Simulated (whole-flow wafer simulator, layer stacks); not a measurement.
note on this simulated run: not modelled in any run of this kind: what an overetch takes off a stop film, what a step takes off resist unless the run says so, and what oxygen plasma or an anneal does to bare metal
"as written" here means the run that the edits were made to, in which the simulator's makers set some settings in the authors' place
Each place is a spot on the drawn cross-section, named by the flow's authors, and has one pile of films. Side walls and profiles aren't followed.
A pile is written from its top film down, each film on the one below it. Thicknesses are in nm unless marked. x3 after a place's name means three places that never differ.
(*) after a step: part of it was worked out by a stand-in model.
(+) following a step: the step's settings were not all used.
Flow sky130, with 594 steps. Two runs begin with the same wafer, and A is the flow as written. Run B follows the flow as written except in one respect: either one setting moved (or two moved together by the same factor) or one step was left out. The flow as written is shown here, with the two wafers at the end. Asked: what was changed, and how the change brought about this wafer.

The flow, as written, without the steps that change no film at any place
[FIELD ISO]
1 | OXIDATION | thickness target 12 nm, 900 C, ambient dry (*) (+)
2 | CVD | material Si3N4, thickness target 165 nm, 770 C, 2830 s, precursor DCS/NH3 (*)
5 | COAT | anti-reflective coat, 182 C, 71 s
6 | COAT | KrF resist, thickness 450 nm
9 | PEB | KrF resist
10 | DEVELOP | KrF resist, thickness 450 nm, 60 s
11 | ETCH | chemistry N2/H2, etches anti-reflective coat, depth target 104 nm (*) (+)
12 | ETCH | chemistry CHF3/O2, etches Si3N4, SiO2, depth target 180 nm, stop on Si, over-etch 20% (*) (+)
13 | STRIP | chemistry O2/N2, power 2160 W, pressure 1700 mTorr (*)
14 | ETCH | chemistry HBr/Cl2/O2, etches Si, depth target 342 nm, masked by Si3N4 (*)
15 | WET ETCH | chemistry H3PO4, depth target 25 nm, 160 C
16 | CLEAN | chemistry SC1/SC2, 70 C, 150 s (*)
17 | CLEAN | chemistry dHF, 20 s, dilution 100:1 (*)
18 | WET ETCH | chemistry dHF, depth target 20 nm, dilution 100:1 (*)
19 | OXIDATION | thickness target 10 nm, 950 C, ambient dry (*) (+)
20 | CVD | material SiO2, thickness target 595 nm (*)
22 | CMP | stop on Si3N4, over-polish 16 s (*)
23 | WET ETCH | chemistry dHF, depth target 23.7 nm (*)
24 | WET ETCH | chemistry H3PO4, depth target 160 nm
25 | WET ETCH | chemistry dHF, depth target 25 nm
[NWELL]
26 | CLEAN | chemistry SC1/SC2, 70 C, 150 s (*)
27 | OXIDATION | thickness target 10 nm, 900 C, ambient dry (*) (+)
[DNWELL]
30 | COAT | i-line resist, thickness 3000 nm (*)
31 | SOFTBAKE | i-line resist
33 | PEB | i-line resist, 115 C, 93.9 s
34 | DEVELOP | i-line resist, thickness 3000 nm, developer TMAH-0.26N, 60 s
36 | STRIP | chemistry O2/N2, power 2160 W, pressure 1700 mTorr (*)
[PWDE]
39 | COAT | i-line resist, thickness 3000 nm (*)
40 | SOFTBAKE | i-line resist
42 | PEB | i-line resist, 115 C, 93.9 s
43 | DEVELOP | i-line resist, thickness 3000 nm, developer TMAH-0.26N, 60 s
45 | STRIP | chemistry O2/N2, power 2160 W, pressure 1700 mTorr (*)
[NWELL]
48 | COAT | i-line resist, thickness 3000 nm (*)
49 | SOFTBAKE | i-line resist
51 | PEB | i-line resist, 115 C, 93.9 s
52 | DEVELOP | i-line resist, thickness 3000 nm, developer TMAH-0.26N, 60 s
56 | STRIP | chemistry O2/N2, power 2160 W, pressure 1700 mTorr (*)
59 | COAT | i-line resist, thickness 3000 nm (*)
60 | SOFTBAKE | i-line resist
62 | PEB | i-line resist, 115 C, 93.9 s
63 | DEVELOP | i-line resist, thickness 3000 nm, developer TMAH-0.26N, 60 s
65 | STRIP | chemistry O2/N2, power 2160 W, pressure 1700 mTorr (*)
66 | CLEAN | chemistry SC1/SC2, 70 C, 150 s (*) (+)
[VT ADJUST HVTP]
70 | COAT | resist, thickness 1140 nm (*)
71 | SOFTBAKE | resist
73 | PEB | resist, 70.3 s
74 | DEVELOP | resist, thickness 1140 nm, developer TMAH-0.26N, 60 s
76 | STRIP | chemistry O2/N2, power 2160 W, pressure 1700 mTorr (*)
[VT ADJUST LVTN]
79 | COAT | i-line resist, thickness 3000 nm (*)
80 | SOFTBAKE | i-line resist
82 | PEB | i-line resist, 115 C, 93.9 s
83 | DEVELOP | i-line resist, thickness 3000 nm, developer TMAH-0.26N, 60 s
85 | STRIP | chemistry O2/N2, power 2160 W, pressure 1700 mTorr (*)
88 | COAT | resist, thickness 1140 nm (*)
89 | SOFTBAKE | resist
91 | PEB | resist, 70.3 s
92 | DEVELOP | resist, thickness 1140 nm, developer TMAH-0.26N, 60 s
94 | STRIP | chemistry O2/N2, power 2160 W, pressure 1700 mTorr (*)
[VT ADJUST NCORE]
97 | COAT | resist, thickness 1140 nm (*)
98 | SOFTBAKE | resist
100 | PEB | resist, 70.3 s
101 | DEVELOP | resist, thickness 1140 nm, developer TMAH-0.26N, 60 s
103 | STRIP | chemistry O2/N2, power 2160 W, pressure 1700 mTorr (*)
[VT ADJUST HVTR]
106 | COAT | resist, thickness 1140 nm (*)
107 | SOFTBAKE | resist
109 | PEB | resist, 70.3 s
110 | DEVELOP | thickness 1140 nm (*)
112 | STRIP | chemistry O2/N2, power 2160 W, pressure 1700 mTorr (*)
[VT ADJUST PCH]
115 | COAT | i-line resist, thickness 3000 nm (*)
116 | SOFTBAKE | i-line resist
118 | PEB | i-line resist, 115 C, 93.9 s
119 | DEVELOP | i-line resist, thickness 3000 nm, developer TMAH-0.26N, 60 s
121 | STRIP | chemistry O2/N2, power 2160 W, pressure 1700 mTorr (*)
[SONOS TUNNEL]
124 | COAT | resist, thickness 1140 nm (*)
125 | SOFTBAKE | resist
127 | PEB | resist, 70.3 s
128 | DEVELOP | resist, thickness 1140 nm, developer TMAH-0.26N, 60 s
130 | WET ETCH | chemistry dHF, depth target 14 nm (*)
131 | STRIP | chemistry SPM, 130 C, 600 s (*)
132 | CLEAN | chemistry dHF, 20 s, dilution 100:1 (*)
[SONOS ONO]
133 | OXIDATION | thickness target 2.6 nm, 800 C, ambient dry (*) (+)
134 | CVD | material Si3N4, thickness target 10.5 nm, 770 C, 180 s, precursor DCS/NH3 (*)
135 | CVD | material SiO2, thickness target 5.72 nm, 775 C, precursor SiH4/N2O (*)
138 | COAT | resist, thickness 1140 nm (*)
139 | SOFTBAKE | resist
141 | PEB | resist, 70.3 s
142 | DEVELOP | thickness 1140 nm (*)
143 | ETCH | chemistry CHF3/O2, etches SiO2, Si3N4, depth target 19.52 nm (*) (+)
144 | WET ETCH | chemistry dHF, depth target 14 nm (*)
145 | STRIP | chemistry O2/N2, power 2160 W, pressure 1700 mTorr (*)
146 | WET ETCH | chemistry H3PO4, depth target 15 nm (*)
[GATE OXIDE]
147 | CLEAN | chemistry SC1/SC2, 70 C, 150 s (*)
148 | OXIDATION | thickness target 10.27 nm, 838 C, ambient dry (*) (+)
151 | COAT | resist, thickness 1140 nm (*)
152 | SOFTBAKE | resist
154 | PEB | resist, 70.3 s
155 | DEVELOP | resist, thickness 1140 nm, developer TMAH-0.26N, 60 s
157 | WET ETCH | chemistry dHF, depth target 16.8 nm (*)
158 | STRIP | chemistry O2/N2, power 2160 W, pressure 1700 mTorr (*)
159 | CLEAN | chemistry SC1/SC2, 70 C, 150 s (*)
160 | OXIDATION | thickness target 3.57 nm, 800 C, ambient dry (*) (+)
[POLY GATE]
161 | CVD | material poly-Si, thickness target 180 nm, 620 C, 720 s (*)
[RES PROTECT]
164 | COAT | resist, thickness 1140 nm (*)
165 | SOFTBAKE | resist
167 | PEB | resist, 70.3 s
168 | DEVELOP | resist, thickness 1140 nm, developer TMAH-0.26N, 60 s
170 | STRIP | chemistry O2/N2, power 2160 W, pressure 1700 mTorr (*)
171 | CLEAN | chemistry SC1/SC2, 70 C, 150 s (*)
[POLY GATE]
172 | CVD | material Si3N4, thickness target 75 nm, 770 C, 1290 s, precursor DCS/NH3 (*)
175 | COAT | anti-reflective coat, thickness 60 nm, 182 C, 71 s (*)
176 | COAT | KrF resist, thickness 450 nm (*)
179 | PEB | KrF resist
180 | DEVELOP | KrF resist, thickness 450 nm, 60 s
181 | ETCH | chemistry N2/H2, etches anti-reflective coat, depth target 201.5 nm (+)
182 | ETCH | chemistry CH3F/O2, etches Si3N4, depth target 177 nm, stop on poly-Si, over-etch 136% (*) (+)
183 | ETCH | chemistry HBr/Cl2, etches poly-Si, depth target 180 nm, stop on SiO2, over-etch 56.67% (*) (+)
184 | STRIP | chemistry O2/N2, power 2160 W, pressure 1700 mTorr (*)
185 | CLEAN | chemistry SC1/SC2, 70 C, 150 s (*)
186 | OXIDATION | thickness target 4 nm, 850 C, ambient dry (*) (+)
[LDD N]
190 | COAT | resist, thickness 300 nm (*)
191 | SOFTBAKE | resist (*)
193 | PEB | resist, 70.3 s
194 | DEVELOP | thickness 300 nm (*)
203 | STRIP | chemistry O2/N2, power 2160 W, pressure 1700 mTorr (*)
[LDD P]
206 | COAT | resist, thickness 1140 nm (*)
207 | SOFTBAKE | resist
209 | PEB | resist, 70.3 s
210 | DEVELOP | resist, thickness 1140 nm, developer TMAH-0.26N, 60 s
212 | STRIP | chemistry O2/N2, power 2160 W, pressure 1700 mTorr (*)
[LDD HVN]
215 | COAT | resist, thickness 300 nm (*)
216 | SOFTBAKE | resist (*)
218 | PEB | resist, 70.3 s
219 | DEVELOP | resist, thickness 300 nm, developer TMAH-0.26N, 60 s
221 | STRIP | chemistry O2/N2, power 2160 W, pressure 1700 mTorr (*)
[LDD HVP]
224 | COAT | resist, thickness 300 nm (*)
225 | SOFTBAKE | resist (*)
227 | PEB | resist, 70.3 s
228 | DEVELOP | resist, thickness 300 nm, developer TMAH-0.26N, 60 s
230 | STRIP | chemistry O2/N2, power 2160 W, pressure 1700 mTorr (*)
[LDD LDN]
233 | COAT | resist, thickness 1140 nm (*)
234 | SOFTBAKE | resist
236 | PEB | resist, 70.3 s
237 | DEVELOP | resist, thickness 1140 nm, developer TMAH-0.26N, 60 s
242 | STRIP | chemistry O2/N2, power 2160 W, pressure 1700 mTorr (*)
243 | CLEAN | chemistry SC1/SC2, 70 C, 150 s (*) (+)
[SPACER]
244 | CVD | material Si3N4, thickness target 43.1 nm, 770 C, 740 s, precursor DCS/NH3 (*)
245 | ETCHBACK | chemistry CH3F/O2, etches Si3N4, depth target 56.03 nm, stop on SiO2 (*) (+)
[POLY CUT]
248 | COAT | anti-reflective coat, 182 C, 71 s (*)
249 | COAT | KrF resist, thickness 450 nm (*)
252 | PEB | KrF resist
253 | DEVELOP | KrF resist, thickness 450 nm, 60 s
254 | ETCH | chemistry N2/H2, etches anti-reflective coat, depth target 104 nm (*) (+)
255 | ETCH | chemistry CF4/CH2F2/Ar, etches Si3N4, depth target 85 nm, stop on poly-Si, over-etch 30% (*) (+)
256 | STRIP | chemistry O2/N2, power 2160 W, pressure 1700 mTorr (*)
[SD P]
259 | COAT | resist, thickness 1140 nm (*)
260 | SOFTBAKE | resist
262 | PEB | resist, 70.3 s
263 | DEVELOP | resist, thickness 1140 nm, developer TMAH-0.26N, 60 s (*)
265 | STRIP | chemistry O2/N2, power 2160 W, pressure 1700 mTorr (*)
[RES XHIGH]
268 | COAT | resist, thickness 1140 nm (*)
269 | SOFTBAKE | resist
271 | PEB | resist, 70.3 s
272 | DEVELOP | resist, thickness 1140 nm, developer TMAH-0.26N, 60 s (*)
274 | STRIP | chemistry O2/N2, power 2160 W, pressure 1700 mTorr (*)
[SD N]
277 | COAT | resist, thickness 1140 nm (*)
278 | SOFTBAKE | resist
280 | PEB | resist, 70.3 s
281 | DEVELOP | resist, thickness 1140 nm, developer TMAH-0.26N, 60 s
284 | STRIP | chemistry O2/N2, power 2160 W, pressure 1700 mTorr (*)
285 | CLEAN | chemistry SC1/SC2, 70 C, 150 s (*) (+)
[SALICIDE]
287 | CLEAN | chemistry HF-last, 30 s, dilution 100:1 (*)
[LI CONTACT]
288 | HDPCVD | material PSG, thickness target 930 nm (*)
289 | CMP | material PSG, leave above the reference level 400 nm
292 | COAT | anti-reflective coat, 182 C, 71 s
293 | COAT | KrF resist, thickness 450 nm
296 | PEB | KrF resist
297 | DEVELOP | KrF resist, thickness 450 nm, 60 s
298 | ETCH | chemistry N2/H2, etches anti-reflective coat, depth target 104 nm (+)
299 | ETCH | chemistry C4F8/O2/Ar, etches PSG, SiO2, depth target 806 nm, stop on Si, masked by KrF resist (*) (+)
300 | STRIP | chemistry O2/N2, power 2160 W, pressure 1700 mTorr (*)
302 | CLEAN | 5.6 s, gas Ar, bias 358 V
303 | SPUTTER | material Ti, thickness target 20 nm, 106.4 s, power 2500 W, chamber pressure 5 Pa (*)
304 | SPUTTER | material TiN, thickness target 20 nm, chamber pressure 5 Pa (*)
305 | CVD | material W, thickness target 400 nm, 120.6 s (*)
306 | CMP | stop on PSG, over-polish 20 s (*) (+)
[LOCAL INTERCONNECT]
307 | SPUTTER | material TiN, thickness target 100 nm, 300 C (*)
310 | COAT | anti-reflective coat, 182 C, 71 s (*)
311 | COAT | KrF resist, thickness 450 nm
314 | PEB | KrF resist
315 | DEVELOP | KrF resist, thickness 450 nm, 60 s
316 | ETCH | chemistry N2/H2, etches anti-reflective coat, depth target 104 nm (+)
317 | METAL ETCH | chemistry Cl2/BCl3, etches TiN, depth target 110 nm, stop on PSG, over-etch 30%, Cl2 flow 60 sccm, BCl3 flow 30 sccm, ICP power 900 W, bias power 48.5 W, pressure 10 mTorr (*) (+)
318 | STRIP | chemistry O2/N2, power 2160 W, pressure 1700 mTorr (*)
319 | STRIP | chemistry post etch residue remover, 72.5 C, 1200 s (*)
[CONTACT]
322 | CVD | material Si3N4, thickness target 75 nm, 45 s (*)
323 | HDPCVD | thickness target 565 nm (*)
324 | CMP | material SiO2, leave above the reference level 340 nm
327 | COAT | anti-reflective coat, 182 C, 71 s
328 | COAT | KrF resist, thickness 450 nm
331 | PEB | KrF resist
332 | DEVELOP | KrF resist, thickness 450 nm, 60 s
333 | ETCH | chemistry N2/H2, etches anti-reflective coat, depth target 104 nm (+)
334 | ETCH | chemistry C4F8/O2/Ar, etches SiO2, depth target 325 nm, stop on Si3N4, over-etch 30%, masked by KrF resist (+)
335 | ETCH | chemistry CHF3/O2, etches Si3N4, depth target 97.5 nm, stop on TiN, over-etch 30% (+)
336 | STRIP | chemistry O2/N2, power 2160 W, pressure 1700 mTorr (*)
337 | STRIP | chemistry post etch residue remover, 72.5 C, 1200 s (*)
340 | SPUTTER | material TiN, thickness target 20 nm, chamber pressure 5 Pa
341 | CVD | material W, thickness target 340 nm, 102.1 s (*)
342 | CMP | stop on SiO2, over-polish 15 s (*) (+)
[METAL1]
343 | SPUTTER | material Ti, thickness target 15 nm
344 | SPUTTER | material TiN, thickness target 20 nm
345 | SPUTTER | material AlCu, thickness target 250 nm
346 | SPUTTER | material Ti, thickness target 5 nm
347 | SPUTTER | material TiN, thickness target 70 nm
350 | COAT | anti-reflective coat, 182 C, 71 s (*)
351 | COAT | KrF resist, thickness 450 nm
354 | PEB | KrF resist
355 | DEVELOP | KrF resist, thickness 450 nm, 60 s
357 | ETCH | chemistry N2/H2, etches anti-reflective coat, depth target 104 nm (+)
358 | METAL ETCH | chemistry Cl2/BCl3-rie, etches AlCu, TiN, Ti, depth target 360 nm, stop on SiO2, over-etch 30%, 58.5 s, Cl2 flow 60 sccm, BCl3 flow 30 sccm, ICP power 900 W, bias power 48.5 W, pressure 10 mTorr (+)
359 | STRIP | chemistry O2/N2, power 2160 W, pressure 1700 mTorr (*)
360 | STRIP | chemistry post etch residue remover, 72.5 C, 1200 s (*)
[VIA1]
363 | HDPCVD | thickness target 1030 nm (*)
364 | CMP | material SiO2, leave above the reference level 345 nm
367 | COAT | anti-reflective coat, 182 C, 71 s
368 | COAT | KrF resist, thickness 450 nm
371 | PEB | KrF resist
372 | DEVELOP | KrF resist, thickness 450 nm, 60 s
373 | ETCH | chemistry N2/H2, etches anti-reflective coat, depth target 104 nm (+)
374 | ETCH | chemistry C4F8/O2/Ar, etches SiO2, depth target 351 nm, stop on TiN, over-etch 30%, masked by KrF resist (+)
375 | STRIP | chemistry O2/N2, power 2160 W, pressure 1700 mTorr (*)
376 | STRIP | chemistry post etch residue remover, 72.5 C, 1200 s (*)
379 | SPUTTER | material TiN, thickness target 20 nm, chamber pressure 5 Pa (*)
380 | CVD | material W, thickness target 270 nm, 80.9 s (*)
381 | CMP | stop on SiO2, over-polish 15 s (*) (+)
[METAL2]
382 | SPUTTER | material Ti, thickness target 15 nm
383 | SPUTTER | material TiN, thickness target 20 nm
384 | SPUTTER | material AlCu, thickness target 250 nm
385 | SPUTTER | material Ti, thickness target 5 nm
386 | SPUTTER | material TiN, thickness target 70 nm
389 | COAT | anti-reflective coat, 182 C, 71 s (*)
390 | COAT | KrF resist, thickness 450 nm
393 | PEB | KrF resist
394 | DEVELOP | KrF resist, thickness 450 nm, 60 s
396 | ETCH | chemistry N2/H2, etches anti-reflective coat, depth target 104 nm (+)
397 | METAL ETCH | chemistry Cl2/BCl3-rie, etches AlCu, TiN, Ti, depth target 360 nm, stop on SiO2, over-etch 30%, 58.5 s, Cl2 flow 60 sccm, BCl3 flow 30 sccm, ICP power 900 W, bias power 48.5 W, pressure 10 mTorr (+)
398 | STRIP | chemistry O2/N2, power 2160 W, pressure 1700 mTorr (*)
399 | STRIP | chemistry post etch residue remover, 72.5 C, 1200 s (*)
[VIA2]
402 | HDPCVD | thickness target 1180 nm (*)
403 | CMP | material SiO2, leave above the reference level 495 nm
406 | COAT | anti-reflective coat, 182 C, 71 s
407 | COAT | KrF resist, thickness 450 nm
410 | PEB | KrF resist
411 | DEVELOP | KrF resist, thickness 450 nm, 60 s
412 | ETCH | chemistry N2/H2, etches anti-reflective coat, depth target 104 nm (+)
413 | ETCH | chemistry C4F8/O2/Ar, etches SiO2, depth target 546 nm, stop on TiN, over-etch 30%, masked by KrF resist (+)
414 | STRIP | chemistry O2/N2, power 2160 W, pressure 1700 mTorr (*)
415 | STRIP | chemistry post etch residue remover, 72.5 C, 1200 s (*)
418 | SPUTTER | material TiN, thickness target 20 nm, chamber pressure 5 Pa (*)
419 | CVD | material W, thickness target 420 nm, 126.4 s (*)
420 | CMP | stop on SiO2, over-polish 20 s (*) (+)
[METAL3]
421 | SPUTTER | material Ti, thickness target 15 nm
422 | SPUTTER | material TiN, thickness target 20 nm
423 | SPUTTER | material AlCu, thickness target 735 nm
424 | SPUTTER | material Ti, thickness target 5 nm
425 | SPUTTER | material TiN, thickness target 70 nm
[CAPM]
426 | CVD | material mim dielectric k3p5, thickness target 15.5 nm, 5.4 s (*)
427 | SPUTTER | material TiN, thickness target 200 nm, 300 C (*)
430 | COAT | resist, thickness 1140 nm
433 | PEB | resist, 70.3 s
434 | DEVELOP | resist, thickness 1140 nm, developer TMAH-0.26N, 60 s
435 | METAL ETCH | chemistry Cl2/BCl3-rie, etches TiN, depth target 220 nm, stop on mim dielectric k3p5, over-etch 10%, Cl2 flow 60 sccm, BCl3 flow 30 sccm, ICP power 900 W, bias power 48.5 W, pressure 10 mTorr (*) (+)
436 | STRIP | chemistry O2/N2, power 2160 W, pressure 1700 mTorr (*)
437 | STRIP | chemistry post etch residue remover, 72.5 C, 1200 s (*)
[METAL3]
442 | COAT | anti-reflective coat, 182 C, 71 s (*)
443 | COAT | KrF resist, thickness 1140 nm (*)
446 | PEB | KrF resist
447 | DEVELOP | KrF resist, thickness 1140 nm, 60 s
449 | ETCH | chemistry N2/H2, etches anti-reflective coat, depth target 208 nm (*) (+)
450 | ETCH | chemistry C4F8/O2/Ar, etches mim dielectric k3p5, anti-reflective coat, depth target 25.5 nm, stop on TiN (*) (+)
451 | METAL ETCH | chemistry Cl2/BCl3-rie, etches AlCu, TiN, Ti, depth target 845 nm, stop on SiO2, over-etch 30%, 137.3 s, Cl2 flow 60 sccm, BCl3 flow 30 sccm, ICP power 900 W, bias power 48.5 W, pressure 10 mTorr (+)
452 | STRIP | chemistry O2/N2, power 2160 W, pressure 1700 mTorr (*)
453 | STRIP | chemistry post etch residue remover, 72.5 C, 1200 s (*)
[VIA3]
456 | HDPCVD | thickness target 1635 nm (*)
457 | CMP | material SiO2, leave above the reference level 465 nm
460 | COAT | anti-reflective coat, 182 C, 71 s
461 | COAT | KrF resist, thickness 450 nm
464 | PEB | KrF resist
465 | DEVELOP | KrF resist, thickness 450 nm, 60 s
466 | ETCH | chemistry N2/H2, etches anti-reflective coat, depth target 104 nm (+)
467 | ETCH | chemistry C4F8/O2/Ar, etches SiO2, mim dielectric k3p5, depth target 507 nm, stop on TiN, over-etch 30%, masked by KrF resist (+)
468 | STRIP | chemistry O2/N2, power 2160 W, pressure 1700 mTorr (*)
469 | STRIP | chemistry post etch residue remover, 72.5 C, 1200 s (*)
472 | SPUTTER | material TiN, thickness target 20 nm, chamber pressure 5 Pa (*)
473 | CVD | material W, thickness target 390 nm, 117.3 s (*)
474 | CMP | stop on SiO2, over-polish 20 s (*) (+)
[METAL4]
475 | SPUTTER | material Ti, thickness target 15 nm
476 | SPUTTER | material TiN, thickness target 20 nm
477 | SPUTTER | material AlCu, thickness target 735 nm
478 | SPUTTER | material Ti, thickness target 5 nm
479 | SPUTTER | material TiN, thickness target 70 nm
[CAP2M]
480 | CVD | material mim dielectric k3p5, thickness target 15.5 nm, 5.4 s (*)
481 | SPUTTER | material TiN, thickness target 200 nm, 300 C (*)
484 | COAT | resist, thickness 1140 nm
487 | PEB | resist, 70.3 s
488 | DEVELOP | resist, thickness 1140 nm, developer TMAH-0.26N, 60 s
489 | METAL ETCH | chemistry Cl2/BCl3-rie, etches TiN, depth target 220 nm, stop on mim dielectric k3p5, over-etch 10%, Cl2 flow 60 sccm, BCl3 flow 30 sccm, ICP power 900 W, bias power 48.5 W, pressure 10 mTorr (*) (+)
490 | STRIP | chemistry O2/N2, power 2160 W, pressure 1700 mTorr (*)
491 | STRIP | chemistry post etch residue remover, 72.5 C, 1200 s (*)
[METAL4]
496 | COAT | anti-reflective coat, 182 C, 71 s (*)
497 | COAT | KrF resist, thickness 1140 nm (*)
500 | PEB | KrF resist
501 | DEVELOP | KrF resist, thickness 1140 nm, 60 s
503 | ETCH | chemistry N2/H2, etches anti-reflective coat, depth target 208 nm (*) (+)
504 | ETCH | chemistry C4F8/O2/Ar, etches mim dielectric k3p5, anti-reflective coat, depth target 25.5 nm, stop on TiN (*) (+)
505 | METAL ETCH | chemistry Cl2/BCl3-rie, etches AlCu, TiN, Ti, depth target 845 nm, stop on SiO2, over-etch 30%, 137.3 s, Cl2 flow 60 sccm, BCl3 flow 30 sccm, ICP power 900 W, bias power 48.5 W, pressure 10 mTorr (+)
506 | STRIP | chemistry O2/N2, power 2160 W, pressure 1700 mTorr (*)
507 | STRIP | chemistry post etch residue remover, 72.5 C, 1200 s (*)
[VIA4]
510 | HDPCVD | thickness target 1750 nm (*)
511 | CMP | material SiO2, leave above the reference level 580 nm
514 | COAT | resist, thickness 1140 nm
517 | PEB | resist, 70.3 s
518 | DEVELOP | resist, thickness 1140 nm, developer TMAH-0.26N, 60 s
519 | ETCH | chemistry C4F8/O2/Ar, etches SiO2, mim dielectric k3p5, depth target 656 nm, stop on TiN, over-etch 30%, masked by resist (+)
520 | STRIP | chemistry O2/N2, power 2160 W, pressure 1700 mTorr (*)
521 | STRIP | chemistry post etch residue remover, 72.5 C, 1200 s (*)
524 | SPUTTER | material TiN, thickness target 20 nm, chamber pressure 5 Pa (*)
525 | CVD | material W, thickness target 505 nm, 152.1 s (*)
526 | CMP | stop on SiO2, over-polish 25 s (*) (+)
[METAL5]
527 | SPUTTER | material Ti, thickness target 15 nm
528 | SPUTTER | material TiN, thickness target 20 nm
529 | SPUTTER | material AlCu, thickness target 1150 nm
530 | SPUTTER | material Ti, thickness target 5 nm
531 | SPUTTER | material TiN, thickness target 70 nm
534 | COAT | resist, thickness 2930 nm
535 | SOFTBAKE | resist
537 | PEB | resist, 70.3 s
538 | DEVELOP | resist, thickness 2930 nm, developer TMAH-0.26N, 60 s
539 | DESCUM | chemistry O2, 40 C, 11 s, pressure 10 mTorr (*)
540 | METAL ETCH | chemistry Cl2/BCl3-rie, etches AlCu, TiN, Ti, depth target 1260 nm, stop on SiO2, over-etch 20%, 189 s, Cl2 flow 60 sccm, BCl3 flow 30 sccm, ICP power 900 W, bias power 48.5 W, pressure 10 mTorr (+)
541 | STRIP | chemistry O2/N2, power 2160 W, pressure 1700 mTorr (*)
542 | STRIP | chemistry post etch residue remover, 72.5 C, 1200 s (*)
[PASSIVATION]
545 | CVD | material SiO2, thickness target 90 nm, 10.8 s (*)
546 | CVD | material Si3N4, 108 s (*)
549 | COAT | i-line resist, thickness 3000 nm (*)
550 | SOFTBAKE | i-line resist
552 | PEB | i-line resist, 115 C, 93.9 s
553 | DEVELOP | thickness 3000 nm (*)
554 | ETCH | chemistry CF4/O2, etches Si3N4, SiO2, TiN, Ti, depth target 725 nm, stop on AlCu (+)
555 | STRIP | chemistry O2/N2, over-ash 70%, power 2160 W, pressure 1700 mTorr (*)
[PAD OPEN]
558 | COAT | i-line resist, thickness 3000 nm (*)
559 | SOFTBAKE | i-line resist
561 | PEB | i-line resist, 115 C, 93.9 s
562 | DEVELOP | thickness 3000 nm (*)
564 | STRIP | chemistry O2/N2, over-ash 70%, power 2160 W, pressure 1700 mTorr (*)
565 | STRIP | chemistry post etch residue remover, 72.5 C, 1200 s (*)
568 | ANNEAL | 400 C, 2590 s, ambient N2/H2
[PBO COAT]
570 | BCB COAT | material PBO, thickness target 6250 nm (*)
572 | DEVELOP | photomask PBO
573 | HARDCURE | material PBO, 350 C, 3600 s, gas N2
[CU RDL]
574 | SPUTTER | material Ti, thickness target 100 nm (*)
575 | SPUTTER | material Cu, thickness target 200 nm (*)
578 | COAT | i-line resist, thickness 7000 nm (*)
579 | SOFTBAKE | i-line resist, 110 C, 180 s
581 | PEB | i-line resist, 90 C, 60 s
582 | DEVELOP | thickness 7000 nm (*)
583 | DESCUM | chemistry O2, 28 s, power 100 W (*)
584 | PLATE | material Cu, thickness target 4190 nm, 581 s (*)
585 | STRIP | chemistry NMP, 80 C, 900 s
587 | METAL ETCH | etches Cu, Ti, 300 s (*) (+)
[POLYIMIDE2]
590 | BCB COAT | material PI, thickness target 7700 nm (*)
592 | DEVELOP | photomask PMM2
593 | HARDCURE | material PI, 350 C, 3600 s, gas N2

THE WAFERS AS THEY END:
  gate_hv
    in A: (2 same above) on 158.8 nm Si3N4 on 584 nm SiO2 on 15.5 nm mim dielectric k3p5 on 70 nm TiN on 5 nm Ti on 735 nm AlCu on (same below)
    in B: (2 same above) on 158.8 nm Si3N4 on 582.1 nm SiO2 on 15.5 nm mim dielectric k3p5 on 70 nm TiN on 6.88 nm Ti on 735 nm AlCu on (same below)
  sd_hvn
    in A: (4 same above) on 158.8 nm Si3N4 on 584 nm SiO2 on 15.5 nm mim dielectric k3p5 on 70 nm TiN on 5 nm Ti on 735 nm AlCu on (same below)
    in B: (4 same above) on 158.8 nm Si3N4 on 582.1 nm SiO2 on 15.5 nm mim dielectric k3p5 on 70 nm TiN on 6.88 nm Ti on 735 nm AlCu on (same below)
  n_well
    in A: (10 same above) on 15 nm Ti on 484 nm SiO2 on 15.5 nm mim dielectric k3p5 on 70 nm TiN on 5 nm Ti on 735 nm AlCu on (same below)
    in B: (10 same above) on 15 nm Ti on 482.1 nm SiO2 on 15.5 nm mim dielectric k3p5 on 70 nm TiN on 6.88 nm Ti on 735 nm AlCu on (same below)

What caused this: step 478, SPUTTER: thickness target 6.88 nm was run, whereas the flow has thickness target 5 nm.
The wafer lets one read it off: gate_hv has Ti 6.88, and step 478 as written asks for 5 nm.

Step by step, how the change led to this:
  478 | SPUTTER | material Ti, thickness target 5 nm
      field, active, n_well and 189 more: A Ti gains 5 (new film) | B Ti gains 6.88 (new film)
  505 | METAL ETCH | chemistry Cl2/BCl3-rie, etches AlCu, TiN, Ti, depth target 845 nm, stop on SiO2, over-etch 30%, 137.3 s, Cl2 flow 60 sccm, BCl3 flow 30 sccm, ICP power 900 W, bias power 48.5 W, pressure 10 mTorr (+)
      field, gate, spacer and 68 more: A TiN loses 70 (all of it), Ti loses 5 (all of it), AlCu loses 735 (all of it), TiN loses 20 (all of it), Ti loses 15 (all of it), SiO2 loses 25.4 | B TiN loses 70 (all of it), Ti loses 6.88 (all of it), AlCu loses 735 (all of it), TiN loses 20 (all of it), Ti loses 15 (all of it), SiO2 loses 25.2
      active, vpp_iso1, mim_edge_plate and 14 more: A TiN loses 70 (all of it), Ti loses 5 (all of it), AlCu loses 735 (all of it), TiN loses 20 (all of it), Ti loses 15 (all of it), SiO2 loses 25.3 | B TiN loses 70 (all of it), Ti loses 6.88 (all of it), AlCu loses 735 (all of it), TiN loses 20 (all of it), Ti loses 15 (all of it), SiO2 loses 25.2
